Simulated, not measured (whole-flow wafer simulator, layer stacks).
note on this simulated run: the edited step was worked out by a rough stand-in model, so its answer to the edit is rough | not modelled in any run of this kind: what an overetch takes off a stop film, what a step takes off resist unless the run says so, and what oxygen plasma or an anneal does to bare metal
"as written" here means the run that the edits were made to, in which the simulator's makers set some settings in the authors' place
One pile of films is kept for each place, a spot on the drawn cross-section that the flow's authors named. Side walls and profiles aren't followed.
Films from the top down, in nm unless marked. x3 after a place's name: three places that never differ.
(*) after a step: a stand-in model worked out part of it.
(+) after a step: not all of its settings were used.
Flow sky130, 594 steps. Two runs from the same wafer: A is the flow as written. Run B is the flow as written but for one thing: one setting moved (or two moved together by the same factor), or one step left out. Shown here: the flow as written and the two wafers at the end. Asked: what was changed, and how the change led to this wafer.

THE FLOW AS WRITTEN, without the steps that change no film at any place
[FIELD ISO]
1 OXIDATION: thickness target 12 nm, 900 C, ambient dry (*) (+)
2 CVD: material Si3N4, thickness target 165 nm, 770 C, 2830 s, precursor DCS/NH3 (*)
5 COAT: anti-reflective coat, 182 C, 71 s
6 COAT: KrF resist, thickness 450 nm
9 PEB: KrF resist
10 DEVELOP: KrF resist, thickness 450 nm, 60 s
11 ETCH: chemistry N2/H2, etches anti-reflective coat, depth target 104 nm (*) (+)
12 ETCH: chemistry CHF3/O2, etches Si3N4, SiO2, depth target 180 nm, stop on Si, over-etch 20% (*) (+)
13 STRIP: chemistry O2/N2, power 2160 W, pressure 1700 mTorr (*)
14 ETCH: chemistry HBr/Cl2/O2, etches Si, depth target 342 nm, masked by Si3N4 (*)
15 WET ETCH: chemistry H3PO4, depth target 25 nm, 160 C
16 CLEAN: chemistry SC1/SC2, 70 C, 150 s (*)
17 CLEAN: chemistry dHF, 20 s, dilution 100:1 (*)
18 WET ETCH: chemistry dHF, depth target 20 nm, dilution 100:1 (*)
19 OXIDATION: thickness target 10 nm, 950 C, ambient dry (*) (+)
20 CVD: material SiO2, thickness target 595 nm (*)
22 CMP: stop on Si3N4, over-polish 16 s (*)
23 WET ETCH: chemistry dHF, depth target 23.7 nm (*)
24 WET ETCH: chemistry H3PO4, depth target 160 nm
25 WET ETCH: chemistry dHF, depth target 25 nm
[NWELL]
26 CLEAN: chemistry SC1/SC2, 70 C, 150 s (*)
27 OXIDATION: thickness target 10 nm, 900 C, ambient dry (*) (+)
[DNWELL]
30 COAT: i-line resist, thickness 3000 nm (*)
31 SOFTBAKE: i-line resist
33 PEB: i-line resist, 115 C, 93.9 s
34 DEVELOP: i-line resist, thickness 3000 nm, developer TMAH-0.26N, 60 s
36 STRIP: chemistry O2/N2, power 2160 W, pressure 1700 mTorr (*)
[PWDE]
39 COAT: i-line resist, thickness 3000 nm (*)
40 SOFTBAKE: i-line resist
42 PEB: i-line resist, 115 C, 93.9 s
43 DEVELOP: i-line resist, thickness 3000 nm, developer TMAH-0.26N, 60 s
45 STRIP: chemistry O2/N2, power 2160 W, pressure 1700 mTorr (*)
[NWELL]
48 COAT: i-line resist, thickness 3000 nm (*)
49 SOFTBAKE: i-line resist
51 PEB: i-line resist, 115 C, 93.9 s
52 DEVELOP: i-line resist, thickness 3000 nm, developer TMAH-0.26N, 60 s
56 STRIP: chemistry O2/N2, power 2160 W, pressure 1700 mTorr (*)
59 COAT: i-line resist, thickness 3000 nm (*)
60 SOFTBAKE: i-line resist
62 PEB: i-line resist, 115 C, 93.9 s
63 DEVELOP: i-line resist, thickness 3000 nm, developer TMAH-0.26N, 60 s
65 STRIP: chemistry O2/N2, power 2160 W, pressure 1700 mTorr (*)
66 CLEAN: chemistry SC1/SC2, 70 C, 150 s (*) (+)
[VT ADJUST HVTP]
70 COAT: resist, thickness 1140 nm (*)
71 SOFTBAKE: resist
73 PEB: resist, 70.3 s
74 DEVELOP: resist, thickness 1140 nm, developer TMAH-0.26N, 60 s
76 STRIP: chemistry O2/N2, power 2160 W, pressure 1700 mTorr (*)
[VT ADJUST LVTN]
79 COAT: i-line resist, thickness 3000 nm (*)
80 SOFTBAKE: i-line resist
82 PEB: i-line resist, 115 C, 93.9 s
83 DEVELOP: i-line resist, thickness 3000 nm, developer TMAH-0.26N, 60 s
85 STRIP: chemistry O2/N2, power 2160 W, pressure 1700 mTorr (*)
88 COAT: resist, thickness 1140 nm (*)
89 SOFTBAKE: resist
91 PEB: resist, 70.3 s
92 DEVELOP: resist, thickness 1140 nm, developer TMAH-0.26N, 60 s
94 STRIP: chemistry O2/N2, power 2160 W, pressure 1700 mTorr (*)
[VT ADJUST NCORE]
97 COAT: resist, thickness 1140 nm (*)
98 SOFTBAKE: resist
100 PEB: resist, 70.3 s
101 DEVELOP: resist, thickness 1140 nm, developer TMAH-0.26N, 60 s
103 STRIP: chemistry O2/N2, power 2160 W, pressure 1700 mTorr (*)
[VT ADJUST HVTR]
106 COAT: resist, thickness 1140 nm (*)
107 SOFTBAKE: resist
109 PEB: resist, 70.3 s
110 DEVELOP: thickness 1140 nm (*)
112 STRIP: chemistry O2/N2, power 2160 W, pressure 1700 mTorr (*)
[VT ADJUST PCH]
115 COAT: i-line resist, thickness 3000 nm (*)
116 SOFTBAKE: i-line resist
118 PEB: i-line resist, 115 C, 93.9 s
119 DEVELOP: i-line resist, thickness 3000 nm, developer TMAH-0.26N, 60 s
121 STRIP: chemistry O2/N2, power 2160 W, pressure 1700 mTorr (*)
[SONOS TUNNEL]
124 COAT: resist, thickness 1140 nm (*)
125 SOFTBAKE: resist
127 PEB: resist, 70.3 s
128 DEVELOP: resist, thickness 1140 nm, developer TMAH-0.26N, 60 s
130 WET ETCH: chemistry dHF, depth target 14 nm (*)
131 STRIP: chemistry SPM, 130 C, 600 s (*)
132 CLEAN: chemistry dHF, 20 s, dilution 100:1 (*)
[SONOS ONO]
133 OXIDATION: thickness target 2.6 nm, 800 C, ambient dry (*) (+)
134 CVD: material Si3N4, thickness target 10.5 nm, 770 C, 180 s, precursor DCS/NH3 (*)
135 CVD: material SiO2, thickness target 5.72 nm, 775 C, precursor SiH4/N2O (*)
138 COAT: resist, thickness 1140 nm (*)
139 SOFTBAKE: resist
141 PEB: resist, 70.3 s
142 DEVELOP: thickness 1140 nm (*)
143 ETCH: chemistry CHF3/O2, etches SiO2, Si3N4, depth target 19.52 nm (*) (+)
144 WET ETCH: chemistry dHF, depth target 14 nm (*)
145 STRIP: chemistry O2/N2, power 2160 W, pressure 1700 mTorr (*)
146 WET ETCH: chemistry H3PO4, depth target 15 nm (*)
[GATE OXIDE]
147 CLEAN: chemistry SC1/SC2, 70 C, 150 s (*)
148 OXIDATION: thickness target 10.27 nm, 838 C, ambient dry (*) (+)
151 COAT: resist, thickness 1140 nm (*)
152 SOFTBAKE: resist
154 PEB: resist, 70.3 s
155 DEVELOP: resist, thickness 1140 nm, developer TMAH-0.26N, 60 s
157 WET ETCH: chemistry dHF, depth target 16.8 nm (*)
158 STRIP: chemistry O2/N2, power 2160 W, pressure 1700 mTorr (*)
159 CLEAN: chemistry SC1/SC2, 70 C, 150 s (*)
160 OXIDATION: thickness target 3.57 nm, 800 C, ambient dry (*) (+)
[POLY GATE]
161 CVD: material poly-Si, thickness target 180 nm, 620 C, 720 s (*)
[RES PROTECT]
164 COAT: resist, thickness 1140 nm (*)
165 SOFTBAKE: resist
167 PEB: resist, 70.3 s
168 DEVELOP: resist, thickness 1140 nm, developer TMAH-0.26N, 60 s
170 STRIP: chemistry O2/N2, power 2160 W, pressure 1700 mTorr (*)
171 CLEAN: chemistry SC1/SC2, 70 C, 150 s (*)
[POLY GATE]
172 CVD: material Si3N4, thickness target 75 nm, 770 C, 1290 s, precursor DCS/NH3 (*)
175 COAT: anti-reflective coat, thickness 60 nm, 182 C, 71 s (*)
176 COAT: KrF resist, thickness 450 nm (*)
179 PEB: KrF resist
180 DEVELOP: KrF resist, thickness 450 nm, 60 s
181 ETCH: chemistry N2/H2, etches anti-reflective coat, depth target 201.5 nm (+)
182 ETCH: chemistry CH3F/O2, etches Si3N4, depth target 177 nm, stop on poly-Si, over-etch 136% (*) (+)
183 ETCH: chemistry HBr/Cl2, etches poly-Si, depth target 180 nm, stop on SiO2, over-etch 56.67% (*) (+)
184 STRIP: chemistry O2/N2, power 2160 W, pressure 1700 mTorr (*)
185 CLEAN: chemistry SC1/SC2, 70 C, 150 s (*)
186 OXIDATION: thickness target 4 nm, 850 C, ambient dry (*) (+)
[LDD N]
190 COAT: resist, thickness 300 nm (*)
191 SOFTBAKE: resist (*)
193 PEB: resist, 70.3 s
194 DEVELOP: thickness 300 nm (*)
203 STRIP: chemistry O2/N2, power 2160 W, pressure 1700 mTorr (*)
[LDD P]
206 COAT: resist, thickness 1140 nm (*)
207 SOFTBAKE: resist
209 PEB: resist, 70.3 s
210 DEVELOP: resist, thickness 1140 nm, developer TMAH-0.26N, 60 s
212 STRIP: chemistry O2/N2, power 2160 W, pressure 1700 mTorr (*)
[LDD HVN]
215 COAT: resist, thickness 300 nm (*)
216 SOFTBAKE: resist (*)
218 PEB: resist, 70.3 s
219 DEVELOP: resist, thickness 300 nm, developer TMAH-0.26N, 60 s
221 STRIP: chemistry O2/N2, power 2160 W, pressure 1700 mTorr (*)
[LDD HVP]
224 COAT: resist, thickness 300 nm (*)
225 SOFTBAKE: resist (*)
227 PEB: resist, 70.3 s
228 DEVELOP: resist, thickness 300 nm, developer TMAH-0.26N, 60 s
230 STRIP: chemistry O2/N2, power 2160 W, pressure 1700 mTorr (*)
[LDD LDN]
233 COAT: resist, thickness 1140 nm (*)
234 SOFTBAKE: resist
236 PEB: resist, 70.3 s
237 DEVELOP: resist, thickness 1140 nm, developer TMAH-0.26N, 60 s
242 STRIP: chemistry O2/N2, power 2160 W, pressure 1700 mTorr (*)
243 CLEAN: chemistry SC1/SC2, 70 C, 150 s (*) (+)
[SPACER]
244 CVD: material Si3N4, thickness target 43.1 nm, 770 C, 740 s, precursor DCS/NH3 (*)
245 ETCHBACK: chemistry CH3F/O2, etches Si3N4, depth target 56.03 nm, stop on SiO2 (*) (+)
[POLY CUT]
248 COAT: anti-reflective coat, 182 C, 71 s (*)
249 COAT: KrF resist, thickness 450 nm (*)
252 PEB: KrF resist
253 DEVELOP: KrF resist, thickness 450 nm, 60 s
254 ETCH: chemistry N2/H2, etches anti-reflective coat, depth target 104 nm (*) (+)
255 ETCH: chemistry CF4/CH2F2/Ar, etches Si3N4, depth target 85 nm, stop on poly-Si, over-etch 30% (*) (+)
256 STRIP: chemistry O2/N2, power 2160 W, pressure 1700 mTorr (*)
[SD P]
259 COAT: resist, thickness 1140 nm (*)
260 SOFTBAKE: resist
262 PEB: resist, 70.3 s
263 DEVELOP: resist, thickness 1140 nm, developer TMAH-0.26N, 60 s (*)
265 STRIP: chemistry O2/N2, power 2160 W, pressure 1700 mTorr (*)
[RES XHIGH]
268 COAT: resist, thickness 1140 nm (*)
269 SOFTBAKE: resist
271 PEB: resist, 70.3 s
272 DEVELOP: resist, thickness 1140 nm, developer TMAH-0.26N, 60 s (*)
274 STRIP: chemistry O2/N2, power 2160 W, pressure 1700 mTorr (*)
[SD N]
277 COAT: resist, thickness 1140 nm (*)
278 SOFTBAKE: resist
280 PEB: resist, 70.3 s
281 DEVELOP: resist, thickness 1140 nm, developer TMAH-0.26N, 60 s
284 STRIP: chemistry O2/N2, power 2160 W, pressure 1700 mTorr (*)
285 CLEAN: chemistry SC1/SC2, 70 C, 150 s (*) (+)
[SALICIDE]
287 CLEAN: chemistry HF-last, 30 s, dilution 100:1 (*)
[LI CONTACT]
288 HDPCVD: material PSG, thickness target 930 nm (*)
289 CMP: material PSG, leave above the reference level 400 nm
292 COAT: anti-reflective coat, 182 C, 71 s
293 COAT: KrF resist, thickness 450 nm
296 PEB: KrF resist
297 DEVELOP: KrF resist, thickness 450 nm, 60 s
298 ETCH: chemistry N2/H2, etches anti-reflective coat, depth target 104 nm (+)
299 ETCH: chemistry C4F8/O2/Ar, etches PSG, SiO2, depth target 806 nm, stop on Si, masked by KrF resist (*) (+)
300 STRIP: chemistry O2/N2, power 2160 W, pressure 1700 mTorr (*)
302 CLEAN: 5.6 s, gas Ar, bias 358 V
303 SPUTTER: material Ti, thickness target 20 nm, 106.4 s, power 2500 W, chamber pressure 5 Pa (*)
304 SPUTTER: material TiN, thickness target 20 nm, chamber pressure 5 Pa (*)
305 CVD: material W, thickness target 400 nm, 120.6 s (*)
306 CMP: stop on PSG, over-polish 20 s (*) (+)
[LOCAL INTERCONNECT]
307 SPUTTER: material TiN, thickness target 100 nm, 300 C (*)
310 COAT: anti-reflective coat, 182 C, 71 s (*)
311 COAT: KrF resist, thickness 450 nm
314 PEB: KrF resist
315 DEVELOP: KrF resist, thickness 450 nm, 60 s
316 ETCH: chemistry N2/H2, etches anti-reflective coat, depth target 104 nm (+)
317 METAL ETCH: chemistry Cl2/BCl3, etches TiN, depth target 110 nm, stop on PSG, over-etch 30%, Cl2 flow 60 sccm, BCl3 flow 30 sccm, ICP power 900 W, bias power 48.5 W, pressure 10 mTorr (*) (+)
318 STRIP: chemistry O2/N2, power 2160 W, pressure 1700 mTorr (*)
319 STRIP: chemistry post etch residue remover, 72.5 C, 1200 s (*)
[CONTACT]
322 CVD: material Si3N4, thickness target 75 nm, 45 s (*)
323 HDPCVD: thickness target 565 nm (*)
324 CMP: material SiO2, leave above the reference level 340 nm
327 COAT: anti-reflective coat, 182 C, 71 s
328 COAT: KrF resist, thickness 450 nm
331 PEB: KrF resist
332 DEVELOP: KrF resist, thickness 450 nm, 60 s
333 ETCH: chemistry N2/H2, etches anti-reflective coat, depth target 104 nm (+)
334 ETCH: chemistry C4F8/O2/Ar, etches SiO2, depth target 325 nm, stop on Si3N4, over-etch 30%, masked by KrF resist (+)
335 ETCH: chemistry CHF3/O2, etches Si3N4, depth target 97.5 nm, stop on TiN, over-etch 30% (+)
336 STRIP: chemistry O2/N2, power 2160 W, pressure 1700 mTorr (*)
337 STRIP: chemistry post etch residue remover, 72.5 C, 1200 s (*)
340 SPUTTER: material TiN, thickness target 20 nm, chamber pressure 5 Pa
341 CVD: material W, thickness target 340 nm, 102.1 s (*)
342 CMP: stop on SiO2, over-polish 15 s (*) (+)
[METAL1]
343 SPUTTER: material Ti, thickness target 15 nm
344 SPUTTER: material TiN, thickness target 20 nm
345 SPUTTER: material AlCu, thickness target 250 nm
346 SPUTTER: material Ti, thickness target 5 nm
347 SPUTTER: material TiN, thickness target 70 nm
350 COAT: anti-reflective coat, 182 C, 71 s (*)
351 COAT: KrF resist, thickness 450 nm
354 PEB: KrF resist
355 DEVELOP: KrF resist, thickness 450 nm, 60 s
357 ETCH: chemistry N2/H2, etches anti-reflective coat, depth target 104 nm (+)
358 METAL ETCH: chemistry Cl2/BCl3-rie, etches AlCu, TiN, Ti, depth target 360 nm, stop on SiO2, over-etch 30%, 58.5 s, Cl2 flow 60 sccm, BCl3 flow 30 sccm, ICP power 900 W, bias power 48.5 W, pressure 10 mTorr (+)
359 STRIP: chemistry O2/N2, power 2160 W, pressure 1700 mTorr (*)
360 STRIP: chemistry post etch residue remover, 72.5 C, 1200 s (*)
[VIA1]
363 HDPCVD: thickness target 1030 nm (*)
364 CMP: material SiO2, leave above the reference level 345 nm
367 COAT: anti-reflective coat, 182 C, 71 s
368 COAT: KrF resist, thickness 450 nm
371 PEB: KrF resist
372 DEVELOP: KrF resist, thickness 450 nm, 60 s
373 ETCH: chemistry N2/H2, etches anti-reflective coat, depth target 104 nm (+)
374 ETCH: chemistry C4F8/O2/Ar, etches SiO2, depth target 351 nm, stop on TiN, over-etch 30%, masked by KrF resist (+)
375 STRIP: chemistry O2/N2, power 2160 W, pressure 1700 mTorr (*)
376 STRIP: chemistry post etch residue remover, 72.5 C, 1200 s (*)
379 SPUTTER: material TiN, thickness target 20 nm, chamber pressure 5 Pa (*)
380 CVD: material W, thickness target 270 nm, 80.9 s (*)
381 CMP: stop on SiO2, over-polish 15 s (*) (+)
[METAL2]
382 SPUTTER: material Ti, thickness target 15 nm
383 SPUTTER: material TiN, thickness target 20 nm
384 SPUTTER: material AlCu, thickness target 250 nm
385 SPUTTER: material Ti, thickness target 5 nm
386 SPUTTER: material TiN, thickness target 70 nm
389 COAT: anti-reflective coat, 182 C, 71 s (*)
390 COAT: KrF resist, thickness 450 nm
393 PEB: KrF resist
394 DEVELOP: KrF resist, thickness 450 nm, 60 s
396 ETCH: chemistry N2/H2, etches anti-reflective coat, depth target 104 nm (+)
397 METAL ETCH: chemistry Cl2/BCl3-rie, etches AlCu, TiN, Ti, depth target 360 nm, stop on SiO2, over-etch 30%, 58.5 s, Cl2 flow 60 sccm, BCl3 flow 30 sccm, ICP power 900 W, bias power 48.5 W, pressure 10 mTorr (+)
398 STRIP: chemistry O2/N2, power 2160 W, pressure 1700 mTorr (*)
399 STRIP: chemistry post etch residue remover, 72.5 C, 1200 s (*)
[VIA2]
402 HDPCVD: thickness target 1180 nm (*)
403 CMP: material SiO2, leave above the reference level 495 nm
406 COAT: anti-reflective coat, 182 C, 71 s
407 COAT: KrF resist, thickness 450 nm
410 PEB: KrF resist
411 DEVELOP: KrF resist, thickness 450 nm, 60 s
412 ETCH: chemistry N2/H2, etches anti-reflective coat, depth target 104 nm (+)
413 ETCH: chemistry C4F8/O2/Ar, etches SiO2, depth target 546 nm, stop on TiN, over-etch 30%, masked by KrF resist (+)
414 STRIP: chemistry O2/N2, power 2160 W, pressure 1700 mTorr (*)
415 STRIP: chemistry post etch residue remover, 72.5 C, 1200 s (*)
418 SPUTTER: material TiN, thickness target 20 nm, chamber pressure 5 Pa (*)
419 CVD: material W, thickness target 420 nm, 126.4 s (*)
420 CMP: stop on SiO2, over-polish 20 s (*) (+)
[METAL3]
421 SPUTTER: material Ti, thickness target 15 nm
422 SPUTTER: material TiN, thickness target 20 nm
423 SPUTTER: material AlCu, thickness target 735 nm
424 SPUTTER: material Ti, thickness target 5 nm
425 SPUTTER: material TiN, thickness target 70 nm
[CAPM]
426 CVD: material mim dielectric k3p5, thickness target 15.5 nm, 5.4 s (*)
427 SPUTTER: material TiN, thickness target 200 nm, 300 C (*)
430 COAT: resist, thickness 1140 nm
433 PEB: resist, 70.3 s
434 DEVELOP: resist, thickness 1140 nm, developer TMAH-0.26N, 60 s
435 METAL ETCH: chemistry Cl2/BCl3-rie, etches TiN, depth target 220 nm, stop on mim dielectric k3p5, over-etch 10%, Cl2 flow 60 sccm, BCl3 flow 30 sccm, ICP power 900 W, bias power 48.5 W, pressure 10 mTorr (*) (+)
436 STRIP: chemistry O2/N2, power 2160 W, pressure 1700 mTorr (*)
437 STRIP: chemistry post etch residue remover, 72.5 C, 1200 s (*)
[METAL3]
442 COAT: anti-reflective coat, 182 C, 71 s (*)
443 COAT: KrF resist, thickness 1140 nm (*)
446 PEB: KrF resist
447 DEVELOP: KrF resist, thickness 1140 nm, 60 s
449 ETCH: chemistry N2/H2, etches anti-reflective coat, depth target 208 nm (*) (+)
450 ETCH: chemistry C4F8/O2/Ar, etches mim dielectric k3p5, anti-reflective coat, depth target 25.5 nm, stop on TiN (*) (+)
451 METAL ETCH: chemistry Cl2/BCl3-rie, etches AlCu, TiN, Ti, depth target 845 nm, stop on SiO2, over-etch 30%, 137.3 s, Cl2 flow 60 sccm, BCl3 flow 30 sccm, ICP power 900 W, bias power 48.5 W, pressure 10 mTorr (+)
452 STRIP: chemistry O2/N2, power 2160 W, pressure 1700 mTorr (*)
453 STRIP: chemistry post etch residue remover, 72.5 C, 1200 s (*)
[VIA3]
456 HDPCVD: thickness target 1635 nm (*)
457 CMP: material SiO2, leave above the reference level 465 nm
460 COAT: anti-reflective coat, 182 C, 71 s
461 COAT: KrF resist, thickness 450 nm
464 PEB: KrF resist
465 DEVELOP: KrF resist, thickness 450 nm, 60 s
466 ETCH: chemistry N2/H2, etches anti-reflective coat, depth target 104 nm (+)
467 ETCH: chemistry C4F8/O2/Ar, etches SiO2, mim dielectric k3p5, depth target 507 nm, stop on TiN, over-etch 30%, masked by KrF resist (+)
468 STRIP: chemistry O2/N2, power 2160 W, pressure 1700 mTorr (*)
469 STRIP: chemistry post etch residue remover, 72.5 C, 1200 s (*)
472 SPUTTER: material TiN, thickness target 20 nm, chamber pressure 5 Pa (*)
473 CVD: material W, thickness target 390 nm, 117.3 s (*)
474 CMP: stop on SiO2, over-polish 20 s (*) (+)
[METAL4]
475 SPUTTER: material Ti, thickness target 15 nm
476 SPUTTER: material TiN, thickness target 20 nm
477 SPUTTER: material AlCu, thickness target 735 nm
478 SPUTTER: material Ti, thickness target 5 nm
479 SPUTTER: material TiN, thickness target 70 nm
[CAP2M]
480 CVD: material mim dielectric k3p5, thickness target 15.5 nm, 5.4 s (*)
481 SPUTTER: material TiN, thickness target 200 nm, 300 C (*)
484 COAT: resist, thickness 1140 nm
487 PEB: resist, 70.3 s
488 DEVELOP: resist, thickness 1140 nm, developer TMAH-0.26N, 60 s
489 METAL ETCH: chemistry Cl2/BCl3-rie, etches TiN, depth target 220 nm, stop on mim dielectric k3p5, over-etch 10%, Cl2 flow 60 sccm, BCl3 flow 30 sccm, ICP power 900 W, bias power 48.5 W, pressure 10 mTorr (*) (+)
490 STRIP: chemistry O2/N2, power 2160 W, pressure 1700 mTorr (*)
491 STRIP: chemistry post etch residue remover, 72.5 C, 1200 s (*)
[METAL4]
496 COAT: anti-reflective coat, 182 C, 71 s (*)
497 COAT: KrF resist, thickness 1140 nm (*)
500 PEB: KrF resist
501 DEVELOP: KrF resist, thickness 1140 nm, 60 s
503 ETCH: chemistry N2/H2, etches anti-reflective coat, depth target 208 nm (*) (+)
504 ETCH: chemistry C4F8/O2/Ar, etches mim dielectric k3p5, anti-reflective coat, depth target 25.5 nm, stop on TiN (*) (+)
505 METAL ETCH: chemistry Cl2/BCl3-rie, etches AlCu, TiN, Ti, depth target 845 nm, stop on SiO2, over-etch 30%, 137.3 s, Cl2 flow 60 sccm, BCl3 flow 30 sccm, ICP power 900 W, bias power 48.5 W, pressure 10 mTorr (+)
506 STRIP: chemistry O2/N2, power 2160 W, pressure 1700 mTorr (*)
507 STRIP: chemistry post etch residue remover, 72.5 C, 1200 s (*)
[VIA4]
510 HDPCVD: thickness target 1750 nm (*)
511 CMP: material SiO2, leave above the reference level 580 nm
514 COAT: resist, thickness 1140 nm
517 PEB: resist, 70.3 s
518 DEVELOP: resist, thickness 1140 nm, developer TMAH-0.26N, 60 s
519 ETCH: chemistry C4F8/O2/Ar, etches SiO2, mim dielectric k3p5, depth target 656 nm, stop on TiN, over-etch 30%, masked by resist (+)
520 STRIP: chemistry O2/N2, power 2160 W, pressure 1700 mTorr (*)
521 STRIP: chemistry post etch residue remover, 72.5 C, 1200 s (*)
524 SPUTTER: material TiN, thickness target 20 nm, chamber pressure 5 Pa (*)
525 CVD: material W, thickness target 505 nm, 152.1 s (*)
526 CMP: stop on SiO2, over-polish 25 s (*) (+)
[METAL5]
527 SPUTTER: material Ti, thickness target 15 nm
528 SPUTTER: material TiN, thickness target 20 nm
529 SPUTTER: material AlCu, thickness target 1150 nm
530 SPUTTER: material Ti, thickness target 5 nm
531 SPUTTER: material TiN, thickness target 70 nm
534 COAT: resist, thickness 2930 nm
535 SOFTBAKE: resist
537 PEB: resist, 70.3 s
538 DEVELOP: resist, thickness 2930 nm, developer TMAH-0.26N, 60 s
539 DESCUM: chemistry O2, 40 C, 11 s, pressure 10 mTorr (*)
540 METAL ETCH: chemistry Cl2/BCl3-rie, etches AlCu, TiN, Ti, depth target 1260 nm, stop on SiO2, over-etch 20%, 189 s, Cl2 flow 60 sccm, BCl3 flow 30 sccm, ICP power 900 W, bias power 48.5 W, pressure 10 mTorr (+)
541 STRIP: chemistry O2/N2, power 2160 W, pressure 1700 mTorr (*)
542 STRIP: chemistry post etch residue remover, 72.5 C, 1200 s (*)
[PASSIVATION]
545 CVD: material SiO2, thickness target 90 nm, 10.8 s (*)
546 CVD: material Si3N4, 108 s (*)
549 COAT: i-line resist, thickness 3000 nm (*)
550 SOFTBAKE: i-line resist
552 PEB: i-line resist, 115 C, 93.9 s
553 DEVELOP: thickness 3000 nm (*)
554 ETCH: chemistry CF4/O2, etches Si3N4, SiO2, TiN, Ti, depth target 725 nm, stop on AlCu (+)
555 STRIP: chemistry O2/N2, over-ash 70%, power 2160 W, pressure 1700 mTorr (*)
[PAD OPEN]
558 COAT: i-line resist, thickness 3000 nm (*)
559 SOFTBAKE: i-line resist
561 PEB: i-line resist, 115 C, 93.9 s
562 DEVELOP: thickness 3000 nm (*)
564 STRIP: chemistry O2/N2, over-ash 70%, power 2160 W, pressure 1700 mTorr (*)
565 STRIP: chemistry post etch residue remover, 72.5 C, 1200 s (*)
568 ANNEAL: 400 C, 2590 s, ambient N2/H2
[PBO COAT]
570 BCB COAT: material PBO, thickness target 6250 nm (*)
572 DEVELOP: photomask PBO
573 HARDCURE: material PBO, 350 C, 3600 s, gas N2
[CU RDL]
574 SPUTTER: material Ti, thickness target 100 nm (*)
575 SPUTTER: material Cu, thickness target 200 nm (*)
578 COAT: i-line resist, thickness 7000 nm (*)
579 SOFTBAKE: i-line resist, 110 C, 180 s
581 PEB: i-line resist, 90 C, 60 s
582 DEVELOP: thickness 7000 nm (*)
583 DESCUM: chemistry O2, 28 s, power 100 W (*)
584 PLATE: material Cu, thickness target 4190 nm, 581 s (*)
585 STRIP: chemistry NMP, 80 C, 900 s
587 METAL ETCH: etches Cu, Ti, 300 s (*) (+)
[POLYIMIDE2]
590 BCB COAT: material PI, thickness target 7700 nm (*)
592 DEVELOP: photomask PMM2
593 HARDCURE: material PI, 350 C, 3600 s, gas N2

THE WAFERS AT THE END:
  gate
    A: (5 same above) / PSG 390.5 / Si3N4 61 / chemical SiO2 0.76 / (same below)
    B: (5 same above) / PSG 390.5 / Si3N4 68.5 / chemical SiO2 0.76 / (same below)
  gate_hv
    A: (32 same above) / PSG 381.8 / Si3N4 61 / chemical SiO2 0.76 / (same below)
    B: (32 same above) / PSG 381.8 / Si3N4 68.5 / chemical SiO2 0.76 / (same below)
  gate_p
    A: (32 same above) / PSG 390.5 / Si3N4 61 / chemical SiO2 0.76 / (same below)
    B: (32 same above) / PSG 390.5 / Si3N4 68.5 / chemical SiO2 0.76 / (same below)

The cause: step 244, CVD: thickness target 50.6 nm was run, where the flow has thickness target 43.1 nm; step 244, CVD: 870 s was run, where the flow has 740 s.

How the change led to this, step by step:
  244 CVD: material Si3N4, thickness target 43.1 nm, 770 C, 740 s, precursor DCS/NH3 (*)
      field, active, p_well and 101 more: A Si3N4 +43.1 (new film) | B Si3N4 +50.6 (new film)
      n_well, gate, gate_hv and 74 more: A Si3N4 +43.1 | B Si3N4 +50.6
  245 ETCHBACK: chemistry CH3F/O2, etches Si3N4, depth target 56.03 nm, stop on SiO2 (*) (+)
      field, active, p_well and 101 more: A Si3N4 -43.1 (all of it), SiO2 -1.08 | B Si3N4 -50.6 (all of it), SiO2 -0.45
  248 COAT: anti-reflective coat, 182 C, 71 s (*)
      rpm_encl, rpm_encl_psd: A anti-reflective coat +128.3 (new film) | B anti-reflective coat +131.6 (new film)
      active: A anti-reflective coat +216.3 (new film) | B anti-reflective coat +221.3 (new film)
      (and at 59 more places)
  249 COAT: KrF resist, thickness 450 nm (*)
      poly_dn: A KrF resist +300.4 (new film) | B KrF resist +293.4 (new film)
      gate_lvt_sd_len: A KrF resist +334.5 (new film) | B KrF resist +327.7 (new film)
      (and at 1 more place)
  254 ETCH: chemistry N2/H2, etches anti-reflective coat, depth target 104 nm (*) (+)
      rxpo_ln: A anti-reflective coat -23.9 (all of it), Si3N4 -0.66 | B anti-reflective coat -26.4 (all of it), Si3N4 -0.62
  255 ETCH: chemistry CF4/CH2F2/Ar, etches Si3N4, depth target 85 nm, stop on poly-Si, over-etch 30% (*) (+)
      field, active, n_well and 180 more: A KrF resist -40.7 | B KrF resist -42.5
      rpo_wd, rxpo_wd: A Si3N4 -61.6 (all of it), chemical SiO2 -0.75 (all of it) | B Si3N4 -69.1 (all of it), chemical SiO2 -0.75 (all of it)
      (and at 5 more places)
  256 STRIP: chemistry O2/N2, power 2160 W, pressure 1700 mTorr (*)
      rpm_encl, rpm_encl_psd: A KrF resist -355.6 (all of it), anti-reflective coat -128.3 (all of it) | B KrF resist -351.7 (all of it), anti-reflective coat -131.6 (all of it)
      active: A KrF resist -323.4 (all of it), anti-reflective coat -216.3 (all of it) | B KrF resist -319.2 (all of it), anti-reflective coat -221.3 (all of it)
      (and at 63 more places)
  260 SOFTBAKE: resist
      gate_p_g5v0: A resist -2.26 | B resist -2.82
      wcut_fox_nw_lv: A resist -1.44 | B resist -0.79
      (and at 5 more places)
  269 SOFTBAKE: resist
      gate_p_g5v0: A resist -2.26 | B resist -2.82
      wcut_fox_nw_lv: A resist -1.44 | B resist -0.79
      (and at 5 more places)
  278 SOFTBAKE: resist
      gate_p_g5v0: A resist -2.26 | B resist -2.82
      wcut_fox_nw_lv: A resist -1.44 | B resist -0.79
      (and at 5 more places)
  289 CMP: material PSG, leave above the reference level 400 nm
      mim, vpp_sp, vpp_ln and 30 more: A PSG -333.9 | B PSG -327.1
      active, sd_n, sd_p and 18 more: A PSG -285.8 | B PSG -278.9
      (and at 34 more places)
  299 ETCH: chemistry C4F8/O2/Ar, etches PSG, SiO2, depth target 806 nm, stop on Si, masked by KrF resist (*) (+)
      contact, ndiff_licon, ndiff_licon_cpp: A PSG -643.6 (all of it), SiO2 -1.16 (all of it) | B PSG -650.4 (all of it), SiO2 -1.78 (all of it)
  306 CMP: stop on PSG, over-polish 20 s (*) (+)
      poly_licon: A W -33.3 | B W -25.8
